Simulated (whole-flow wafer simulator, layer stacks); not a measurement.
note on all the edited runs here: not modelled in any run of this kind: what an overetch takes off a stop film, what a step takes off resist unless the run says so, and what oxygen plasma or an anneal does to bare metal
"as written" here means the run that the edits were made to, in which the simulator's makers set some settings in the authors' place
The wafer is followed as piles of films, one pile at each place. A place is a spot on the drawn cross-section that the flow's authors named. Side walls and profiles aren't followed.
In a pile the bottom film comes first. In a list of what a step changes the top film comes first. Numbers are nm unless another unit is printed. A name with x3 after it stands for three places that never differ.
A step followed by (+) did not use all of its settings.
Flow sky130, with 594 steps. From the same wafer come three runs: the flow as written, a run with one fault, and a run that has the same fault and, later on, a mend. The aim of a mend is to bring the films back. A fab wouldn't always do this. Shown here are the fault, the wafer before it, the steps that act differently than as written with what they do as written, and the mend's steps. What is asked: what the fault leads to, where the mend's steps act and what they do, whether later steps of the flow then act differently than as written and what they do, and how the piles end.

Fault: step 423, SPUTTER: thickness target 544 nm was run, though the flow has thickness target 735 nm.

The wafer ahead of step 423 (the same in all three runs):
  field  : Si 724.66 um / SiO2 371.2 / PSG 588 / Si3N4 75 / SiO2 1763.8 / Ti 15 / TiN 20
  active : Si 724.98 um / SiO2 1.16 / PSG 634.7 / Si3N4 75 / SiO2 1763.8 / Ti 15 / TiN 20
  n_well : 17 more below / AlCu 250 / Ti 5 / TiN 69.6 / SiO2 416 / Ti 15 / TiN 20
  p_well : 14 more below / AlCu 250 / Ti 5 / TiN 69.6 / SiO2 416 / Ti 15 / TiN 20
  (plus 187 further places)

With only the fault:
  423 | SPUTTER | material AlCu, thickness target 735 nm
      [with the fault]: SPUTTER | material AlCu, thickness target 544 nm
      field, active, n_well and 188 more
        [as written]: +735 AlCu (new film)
        [with the fault]: +544 AlCu (new film)
  Steps further on in the flow that do not act as written (13 more steps, not shown, differ only slightly: by at most 2% or 0.5 nm, whichever is larger):
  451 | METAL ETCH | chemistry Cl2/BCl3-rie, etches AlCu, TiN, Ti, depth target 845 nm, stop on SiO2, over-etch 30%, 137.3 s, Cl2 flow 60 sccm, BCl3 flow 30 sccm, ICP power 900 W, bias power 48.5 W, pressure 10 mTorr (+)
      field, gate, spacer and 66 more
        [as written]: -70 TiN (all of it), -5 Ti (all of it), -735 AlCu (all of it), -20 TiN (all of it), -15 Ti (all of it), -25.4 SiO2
        [with the fault]: -70 TiN (all of it), -5 Ti (all of it), -544 AlCu (all of it), -20 TiN (all of it), -15 Ti (all of it), -44.5 SiO2
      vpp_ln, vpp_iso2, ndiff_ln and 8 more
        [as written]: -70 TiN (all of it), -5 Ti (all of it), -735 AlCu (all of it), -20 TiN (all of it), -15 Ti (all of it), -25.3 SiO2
        [with the fault]: -70 TiN (all of it), -5 Ti (all of it), -544 AlCu (all of it), -20 TiN (all of it), -15 Ti (all of it), -44.4 SiO2
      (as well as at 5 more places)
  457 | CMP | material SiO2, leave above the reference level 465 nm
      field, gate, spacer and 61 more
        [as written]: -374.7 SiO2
        [with the fault]: -546.6 SiO2
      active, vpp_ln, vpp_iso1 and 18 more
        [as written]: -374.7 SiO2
        [with the fault]: -546.5 SiO2
  The piles end different from the flow's at field, active, n_well and 190 more by more than 2% or 0.5 nm, whichever is larger.
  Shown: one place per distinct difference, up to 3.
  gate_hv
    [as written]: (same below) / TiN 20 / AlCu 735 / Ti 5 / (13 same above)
    [with the fault]: (same below) / TiN 20 / AlCu 544 / Ti 5 / (13 same above)
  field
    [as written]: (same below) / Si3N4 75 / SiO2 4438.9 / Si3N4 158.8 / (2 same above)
    [with the fault]: (same below) / Si3N4 75 / SiO2 4247.9 / Si3N4 158.8 / (2 same above)
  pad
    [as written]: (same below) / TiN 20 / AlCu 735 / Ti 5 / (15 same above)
    [with the fault]: (same below) / TiN 20 / AlCu 544 / Ti 5 / (15 same above)

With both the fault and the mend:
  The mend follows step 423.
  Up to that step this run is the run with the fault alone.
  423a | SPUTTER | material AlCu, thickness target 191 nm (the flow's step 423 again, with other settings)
      field, active, n_well and 188 more
        +191 AlCu
  Later steps of the flow that are run all act as written at every place that is followed.
  At every place that both follow, the piles at the end match the flow's.
